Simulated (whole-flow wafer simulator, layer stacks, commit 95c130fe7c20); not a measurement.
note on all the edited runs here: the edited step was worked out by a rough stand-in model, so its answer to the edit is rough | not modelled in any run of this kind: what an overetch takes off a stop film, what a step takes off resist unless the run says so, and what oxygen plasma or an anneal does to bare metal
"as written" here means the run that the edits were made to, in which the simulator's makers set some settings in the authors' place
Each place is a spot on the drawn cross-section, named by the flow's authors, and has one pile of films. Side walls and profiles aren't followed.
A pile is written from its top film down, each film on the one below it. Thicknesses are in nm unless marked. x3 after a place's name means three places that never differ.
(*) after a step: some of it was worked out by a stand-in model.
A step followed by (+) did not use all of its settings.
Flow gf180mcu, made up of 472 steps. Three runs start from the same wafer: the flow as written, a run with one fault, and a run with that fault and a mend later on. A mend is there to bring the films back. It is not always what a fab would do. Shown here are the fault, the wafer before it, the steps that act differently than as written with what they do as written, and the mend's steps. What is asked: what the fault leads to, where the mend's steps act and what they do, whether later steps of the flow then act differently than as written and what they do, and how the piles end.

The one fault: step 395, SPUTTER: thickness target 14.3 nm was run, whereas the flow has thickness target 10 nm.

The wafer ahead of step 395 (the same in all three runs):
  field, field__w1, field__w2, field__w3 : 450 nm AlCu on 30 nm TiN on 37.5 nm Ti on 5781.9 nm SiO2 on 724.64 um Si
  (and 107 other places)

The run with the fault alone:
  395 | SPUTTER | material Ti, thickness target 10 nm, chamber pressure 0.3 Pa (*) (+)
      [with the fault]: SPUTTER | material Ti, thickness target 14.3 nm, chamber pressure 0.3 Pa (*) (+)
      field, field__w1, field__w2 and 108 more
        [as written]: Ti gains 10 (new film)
        [with the fault]: Ti gains 14.3 (new film)
  Later steps of the flow acting differently than as written (2 other steps are not shown; they differ only slightly, by no more than 2% or 0.5 nm, whichever is larger):
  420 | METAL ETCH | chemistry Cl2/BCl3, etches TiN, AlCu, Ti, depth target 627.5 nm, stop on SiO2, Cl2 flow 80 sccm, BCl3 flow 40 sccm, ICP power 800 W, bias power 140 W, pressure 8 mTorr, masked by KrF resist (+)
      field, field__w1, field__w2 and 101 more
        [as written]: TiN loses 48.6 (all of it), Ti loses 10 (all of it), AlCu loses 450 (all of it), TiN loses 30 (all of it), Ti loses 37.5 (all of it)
        [with the fault]: TiN loses 48.6 (all of it), Ti loses 14.3 (all of it), AlCu loses 450 (all of it), TiN loses 30 (all of it), Ti loses 37.5 (all of it)
  The piles end different from the flow's at field__w4, field__w8, contact, m1, m1__w1, mim, mim_1p0, m1_nw by more than 2% or 0.5 nm, whichever is larger.
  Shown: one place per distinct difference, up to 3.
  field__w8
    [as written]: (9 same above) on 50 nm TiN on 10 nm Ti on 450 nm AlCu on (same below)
    [with the fault]: (9 same above) on 50 nm TiN on 14.3 nm Ti on 450 nm AlCu on (same below)
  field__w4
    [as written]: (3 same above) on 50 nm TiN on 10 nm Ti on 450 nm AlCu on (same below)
    [with the fault]: (3 same above) on 50 nm TiN on 14.3 nm Ti on 450 nm AlCu on (same below)
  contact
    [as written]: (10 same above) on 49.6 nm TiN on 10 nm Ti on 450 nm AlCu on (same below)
    [with the fault]: (10 same above) on 49.6 nm TiN on 14.3 nm Ti on 450 nm AlCu on (same below)

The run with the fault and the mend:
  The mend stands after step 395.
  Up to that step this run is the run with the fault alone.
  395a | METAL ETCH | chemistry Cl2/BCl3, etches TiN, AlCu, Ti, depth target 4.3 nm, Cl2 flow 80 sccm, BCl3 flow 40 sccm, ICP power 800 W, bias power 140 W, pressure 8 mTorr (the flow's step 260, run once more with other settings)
      field, field__w1, field__w2 and 108 more
        Ti loses 4.3
  Every later step of the flow that is run acts as written at every place that is followed.
  At every place that both follow, the piles at the end match the flow's.
